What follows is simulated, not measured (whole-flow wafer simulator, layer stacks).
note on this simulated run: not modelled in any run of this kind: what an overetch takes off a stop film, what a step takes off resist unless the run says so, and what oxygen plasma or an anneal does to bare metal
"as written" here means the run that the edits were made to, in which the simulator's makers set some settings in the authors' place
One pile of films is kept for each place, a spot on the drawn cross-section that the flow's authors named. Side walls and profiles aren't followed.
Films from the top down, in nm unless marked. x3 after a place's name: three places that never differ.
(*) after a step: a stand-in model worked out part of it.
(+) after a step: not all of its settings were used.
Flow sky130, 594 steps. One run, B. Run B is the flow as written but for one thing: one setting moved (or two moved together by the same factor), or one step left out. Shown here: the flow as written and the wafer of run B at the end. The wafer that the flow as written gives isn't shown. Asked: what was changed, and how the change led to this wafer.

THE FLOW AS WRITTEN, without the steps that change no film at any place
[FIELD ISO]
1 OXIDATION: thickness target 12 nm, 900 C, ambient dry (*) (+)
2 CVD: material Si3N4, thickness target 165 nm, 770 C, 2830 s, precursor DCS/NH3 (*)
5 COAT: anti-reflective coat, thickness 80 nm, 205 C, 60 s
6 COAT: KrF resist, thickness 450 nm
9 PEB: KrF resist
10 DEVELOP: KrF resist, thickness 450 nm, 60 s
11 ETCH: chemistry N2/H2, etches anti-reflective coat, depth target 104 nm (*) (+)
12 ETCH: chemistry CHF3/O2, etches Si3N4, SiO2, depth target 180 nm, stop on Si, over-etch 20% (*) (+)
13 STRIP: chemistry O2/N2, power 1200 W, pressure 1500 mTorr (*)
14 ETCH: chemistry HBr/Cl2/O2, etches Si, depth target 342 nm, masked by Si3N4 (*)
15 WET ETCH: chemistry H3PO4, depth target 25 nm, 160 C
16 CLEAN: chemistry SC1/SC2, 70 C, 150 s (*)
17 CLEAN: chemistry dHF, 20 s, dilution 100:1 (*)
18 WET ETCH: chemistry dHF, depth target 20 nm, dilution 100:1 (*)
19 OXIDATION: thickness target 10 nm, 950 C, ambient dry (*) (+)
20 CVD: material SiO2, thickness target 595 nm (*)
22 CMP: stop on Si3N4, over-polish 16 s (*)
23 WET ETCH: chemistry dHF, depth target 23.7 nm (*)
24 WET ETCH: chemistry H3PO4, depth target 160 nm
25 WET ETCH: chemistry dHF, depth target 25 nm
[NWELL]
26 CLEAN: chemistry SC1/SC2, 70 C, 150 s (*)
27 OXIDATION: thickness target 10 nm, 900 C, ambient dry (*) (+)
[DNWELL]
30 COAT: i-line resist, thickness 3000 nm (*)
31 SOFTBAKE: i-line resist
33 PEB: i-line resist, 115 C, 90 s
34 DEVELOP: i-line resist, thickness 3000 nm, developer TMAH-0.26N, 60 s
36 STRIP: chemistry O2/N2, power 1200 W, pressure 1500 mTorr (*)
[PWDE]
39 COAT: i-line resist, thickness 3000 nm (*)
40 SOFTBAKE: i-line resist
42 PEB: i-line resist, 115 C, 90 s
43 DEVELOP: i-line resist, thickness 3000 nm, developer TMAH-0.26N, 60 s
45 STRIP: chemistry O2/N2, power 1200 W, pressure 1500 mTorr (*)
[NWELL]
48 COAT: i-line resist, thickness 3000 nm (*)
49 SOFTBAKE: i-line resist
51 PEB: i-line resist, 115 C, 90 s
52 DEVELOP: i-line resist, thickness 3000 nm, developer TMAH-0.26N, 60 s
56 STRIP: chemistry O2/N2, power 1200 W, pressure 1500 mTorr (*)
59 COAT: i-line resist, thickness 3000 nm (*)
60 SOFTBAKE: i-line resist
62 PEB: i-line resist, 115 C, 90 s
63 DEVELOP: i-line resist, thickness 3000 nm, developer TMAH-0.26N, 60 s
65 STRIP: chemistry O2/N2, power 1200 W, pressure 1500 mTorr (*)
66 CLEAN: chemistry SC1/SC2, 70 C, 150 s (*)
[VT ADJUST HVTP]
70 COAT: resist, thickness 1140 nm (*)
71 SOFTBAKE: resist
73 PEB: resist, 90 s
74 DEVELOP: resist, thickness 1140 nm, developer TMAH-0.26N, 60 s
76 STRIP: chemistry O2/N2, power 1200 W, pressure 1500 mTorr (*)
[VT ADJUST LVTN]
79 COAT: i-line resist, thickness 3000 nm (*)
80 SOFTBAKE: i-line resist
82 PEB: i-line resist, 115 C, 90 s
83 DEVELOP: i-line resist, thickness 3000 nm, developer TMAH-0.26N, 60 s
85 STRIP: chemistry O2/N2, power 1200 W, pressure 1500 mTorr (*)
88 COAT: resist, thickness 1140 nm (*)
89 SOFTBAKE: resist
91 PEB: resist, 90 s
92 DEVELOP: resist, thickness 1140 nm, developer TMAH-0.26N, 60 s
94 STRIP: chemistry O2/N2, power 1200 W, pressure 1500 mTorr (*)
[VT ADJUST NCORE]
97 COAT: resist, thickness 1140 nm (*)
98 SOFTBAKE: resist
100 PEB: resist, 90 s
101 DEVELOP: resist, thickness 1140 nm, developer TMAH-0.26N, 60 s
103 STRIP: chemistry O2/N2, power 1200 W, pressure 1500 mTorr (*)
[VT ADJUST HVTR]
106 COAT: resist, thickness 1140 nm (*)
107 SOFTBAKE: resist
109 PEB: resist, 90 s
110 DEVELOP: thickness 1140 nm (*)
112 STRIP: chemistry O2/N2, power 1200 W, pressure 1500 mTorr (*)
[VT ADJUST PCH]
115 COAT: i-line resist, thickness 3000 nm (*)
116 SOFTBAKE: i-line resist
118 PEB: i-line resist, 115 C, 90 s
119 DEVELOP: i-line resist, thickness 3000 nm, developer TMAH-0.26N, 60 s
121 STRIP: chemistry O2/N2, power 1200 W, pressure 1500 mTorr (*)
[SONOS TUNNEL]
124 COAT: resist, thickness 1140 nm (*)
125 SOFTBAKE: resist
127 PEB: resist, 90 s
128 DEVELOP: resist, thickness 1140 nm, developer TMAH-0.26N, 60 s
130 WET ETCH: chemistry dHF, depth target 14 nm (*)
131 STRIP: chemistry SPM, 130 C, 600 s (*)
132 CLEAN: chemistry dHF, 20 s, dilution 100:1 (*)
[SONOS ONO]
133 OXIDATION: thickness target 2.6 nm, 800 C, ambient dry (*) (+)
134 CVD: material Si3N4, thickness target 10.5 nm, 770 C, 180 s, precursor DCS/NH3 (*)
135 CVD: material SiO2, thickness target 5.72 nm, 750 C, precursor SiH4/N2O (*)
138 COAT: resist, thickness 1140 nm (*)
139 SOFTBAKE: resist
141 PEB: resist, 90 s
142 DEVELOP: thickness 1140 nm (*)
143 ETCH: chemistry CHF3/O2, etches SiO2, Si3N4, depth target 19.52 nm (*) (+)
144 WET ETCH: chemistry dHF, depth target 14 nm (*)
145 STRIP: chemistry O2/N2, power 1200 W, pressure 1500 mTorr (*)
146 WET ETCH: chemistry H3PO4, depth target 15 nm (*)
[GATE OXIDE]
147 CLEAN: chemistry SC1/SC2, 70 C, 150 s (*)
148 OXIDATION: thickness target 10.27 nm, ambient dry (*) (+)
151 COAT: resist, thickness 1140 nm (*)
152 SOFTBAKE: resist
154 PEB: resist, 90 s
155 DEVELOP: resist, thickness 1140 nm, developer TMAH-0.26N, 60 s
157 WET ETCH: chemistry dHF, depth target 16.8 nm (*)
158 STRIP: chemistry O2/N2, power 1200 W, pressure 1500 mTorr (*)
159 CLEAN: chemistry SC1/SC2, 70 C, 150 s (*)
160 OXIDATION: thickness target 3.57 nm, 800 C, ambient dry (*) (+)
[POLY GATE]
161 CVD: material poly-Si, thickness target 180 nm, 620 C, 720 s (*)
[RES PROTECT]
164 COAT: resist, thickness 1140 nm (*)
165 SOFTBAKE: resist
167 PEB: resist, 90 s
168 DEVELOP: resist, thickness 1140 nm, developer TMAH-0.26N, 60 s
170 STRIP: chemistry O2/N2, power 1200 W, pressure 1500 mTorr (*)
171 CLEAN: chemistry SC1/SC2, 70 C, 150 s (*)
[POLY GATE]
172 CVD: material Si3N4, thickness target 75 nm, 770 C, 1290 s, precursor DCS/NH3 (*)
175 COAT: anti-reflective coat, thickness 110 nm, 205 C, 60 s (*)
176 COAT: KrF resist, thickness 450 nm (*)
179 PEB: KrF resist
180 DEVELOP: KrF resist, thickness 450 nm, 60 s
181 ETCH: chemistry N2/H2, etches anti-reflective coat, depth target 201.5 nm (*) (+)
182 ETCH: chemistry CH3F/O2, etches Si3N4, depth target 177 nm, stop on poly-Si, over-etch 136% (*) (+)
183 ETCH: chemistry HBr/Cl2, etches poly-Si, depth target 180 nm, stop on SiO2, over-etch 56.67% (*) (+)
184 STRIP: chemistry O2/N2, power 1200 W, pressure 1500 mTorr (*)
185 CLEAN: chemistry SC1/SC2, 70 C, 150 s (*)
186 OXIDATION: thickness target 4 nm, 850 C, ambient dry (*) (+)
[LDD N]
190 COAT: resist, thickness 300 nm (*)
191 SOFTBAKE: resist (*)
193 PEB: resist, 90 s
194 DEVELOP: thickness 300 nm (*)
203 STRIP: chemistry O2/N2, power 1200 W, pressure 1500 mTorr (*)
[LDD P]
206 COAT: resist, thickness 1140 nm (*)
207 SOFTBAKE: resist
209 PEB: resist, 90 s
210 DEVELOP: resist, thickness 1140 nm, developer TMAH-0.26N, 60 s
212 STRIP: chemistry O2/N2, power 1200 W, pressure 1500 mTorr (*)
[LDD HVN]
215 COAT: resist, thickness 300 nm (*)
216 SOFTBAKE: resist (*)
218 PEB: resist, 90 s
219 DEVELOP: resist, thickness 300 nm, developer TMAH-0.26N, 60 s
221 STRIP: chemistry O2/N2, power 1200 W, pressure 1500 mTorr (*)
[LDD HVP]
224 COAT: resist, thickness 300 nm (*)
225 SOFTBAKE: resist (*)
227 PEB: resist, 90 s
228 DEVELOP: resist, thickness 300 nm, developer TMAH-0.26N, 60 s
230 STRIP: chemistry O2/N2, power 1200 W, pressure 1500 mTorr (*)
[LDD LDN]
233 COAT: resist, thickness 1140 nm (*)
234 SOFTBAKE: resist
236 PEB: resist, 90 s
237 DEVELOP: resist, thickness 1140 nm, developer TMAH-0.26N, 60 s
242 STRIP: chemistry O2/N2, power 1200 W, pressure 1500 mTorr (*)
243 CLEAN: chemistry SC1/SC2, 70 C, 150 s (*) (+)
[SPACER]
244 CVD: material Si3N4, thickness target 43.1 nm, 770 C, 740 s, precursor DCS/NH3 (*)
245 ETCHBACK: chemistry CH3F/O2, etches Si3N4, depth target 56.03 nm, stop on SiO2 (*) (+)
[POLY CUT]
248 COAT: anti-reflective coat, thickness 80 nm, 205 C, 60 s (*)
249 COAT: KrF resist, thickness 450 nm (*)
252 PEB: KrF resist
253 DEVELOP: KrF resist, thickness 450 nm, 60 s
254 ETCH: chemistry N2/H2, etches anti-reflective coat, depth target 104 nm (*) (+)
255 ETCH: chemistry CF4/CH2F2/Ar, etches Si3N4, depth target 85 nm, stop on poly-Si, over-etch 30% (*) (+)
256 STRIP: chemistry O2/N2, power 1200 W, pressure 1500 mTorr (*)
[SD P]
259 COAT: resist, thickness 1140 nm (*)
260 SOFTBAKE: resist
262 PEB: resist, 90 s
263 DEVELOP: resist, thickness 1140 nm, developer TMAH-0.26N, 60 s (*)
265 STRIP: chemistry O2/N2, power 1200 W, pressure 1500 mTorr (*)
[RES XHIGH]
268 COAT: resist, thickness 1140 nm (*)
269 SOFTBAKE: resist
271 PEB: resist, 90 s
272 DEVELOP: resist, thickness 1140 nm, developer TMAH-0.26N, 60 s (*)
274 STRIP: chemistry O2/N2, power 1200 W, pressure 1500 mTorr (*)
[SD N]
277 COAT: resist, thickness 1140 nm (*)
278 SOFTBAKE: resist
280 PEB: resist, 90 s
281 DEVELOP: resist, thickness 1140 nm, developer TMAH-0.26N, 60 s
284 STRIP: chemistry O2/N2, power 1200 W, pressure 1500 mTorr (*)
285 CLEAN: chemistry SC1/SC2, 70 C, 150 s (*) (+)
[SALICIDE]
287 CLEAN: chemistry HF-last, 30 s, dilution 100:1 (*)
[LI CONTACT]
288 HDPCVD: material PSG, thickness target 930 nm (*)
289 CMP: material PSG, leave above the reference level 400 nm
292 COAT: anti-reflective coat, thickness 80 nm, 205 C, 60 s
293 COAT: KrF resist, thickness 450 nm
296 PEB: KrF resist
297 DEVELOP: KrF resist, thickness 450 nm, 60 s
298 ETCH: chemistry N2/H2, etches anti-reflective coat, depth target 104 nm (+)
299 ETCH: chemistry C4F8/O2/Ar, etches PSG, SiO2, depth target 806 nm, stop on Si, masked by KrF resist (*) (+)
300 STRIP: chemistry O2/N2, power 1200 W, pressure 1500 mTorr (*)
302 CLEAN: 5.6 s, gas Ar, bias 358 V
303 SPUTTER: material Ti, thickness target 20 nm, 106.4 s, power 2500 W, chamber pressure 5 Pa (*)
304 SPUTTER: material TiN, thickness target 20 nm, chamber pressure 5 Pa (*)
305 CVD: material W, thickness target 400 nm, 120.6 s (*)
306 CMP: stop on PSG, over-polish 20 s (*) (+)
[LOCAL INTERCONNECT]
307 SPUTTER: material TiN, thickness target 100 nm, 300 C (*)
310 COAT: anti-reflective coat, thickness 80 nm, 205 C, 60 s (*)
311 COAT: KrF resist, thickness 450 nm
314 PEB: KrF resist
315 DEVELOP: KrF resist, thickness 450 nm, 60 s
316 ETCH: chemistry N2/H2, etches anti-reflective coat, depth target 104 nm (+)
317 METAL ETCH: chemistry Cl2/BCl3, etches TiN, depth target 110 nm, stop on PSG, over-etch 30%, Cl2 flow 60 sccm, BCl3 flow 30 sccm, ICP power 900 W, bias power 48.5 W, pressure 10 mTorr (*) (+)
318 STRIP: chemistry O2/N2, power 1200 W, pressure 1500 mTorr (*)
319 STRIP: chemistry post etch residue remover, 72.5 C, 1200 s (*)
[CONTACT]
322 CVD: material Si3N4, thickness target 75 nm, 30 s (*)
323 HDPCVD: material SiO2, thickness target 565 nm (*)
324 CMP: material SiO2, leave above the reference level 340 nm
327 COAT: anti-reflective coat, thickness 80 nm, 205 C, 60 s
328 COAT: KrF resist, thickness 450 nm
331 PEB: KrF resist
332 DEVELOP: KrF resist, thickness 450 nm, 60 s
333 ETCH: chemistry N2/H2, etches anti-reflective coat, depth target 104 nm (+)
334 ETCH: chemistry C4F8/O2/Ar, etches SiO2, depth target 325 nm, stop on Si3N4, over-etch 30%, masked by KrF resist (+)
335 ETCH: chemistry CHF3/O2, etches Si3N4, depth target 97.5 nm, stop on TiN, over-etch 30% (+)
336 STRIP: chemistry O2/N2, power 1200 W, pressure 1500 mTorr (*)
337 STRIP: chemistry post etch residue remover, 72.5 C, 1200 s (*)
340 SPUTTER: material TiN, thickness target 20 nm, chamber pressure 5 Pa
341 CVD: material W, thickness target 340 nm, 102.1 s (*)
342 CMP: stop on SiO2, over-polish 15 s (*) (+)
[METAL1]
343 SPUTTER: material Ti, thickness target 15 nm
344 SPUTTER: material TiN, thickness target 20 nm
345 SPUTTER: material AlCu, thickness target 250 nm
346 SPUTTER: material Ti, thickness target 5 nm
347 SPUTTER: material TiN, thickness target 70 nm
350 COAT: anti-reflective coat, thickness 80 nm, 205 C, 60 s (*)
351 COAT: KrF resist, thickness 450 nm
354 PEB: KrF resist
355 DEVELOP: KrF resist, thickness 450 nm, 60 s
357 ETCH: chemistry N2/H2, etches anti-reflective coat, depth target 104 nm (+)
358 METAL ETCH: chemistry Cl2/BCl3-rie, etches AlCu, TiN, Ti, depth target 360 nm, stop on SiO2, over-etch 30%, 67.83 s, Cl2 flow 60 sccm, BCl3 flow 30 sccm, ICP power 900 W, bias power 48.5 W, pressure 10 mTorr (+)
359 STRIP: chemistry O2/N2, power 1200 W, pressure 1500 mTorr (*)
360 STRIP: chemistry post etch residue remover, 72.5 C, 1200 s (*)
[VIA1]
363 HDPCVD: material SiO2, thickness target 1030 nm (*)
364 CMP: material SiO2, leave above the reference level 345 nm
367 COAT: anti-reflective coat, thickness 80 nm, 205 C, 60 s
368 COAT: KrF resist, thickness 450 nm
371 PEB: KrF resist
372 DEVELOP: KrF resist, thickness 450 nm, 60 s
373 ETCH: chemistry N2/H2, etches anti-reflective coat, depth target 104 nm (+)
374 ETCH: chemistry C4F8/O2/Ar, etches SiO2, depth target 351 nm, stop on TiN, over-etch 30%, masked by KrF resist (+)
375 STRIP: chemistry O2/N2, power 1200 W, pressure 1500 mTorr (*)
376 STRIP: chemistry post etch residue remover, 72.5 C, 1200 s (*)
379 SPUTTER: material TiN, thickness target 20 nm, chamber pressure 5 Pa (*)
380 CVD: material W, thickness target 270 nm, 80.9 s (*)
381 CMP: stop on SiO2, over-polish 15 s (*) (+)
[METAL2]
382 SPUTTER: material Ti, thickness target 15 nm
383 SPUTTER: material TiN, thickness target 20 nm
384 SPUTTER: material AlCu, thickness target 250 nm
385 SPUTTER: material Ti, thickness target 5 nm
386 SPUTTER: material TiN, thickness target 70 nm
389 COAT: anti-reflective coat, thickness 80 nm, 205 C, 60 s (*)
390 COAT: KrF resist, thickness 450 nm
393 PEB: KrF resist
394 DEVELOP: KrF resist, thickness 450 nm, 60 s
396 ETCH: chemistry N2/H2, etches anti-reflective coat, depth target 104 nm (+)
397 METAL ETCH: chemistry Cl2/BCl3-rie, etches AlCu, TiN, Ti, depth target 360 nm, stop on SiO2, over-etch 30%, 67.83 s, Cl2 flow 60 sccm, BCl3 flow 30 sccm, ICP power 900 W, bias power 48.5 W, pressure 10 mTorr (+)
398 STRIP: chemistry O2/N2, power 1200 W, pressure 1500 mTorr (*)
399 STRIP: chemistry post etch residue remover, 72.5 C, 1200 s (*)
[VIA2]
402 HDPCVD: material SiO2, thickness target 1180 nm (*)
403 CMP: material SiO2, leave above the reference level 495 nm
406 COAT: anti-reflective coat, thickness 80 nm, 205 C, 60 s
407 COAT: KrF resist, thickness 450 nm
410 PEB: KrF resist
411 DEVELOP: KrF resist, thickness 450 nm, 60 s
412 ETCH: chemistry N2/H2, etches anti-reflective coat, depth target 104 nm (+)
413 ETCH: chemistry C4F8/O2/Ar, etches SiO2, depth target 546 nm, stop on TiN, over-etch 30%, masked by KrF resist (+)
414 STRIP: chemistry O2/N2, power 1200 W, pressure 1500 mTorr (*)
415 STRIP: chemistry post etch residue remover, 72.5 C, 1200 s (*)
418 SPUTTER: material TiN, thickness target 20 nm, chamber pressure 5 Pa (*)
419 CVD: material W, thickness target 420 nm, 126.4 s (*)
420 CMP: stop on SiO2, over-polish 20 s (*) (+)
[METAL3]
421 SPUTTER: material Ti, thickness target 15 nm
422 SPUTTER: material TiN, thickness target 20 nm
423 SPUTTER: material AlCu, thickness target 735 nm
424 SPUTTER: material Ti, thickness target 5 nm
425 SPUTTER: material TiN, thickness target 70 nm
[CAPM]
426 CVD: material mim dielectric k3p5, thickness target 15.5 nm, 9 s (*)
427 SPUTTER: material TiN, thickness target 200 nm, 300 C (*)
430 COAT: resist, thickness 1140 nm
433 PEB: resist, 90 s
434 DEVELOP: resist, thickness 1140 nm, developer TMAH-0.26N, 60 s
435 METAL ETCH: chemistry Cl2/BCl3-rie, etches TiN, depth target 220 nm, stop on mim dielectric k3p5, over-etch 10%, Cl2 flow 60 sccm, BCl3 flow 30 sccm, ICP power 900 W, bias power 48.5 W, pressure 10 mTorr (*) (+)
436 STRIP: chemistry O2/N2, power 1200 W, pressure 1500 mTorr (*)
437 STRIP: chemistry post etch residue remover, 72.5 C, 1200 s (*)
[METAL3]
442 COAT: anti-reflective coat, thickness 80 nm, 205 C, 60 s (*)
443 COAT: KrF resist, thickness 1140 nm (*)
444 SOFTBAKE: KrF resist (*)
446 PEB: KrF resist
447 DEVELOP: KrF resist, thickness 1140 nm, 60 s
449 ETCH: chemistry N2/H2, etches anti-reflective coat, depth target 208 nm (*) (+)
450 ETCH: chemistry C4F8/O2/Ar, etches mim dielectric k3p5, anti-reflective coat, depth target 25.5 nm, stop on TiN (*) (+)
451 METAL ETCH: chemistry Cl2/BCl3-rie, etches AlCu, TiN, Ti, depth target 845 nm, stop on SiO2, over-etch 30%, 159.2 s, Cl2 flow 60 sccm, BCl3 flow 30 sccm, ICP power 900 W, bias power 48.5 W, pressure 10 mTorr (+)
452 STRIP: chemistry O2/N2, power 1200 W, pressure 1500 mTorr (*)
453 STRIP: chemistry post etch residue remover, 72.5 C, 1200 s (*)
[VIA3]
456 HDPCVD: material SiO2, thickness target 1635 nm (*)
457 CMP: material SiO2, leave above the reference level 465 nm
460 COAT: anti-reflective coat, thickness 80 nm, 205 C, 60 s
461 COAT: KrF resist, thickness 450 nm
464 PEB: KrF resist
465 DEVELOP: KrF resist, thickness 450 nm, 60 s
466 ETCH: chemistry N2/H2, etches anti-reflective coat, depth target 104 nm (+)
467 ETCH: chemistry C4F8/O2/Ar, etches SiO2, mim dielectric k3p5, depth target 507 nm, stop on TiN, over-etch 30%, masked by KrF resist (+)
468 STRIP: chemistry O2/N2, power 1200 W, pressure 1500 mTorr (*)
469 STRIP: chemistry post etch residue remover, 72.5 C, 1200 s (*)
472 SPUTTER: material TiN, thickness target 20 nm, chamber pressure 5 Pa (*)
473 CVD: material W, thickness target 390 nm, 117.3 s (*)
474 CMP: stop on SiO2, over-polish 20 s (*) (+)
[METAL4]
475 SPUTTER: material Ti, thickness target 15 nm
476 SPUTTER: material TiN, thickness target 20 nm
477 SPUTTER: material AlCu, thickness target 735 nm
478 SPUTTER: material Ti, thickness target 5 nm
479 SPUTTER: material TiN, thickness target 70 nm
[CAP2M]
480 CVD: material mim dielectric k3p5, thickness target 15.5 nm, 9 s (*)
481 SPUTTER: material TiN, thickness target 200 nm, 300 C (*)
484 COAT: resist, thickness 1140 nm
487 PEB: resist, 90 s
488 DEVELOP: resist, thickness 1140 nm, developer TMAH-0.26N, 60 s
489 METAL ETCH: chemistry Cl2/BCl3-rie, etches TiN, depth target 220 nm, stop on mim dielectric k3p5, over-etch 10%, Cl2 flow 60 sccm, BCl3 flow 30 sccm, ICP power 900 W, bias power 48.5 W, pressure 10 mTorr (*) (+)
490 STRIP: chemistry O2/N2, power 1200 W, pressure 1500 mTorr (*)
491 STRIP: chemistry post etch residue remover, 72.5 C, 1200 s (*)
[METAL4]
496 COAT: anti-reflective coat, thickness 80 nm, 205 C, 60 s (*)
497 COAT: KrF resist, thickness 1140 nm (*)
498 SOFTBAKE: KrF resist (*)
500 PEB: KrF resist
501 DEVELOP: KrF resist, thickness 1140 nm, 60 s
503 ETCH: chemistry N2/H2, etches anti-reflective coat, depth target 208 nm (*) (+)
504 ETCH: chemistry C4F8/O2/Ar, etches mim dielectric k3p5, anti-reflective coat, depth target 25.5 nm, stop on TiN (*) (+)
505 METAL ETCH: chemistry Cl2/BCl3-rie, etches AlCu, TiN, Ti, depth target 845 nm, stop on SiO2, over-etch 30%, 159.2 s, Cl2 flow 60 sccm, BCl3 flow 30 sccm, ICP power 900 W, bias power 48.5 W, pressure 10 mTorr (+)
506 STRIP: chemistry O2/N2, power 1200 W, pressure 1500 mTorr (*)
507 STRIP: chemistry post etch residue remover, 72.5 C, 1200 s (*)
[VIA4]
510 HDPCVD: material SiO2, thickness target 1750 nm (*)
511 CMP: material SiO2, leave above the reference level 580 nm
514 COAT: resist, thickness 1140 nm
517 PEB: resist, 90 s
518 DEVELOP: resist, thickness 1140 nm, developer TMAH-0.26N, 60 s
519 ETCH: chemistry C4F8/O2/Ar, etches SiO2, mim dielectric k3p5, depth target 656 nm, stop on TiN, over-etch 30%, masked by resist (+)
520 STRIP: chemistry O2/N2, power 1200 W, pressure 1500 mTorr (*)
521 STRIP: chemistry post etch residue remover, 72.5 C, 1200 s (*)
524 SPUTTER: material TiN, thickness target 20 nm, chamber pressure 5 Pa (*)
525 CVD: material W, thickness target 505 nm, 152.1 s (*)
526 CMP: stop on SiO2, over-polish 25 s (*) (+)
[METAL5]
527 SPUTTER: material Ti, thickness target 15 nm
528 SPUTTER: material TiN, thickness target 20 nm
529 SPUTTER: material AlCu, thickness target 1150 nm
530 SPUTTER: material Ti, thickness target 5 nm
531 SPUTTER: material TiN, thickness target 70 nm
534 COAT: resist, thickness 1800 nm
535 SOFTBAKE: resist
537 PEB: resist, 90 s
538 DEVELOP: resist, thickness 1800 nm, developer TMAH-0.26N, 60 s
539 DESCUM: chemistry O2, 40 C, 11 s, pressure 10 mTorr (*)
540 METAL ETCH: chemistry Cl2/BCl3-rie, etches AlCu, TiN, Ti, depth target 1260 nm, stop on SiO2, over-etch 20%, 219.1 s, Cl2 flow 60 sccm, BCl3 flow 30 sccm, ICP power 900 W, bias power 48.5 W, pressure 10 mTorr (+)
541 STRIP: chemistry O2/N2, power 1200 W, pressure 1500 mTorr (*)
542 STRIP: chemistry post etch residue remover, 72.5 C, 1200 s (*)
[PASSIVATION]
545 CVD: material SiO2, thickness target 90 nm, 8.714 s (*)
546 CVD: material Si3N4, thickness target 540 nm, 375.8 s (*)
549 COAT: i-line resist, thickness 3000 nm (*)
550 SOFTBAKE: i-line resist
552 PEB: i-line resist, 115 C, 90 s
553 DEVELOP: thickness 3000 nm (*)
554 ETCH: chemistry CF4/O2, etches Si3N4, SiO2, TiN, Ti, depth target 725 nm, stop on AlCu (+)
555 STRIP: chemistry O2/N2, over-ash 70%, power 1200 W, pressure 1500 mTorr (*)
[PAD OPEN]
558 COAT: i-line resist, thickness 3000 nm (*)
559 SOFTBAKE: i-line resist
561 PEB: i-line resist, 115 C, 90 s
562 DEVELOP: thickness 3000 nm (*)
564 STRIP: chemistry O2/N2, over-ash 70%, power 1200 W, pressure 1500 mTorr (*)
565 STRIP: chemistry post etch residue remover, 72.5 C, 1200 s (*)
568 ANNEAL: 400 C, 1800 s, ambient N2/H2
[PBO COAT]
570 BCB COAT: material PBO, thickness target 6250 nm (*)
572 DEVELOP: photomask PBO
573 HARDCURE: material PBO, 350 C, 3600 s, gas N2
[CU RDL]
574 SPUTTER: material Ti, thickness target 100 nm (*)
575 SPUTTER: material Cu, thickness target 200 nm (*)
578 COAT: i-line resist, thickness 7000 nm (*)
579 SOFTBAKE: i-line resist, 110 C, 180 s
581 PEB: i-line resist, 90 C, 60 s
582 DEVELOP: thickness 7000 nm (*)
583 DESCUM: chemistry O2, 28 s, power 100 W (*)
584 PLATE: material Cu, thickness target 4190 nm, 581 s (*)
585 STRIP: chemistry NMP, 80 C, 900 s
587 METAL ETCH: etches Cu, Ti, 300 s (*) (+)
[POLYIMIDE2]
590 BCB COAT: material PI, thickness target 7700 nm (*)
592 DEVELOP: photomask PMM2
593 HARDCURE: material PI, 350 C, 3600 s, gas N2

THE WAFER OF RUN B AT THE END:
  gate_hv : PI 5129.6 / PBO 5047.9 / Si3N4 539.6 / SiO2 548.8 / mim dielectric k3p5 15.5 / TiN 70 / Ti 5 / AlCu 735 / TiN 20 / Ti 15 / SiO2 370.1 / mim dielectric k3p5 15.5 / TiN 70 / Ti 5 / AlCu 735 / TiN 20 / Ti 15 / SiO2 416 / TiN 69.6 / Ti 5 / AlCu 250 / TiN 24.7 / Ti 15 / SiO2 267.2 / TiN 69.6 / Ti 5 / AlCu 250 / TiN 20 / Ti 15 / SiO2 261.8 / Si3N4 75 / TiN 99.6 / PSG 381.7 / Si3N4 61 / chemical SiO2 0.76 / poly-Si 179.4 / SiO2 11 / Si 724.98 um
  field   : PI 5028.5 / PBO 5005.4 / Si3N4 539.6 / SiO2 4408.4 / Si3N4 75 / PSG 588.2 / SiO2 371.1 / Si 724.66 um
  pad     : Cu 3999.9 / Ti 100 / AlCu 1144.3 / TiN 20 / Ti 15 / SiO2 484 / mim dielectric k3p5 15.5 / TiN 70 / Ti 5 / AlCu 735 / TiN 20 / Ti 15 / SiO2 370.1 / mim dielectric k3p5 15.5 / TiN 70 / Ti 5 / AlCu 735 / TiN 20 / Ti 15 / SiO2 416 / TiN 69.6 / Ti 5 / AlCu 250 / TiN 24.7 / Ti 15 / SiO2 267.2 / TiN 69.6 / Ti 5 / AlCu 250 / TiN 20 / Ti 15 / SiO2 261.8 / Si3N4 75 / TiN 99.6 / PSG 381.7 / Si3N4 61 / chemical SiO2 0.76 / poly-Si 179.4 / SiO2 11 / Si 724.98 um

The cause: step 383, SPUTTER: thickness target 24.7 nm was run, where the flow has thickness target 20 nm.
It can be read off the wafer: gate_hv has TiN 24.7, and step 383 as written asks for 20 nm.

How the change led to this, step by step:
  383 SPUTTER: material TiN, thickness target 20 nm
      field, active, n_well and 188 more: TiN +24.7 (new film) (as written it would be: TiN +20 (new film))
  397 METAL ETCH: chemistry Cl2/BCl3-rie, etches AlCu, TiN, Ti, depth target 360 nm, stop on SiO2, over-etch 30%, 67.83 s, Cl2 flow 60 sccm, BCl3 flow 30 sccm, ICP power 900 W, bias power 48.5 W, pressure 10 mTorr (+)
      field, active, gate and 82 more: TiN -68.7 (all of it), Ti -5 (all of it), AlCu -250 (all of it), TiN -24.7 (all of it), Ti -15 (all of it), SiO2 -10.5 (as written it would be: TiN -68.7 (all of it), Ti -5 (all of it), AlCu -250 (all of it), TiN -20 (all of it), Ti -15 (all of it), SiO2 -10.9)
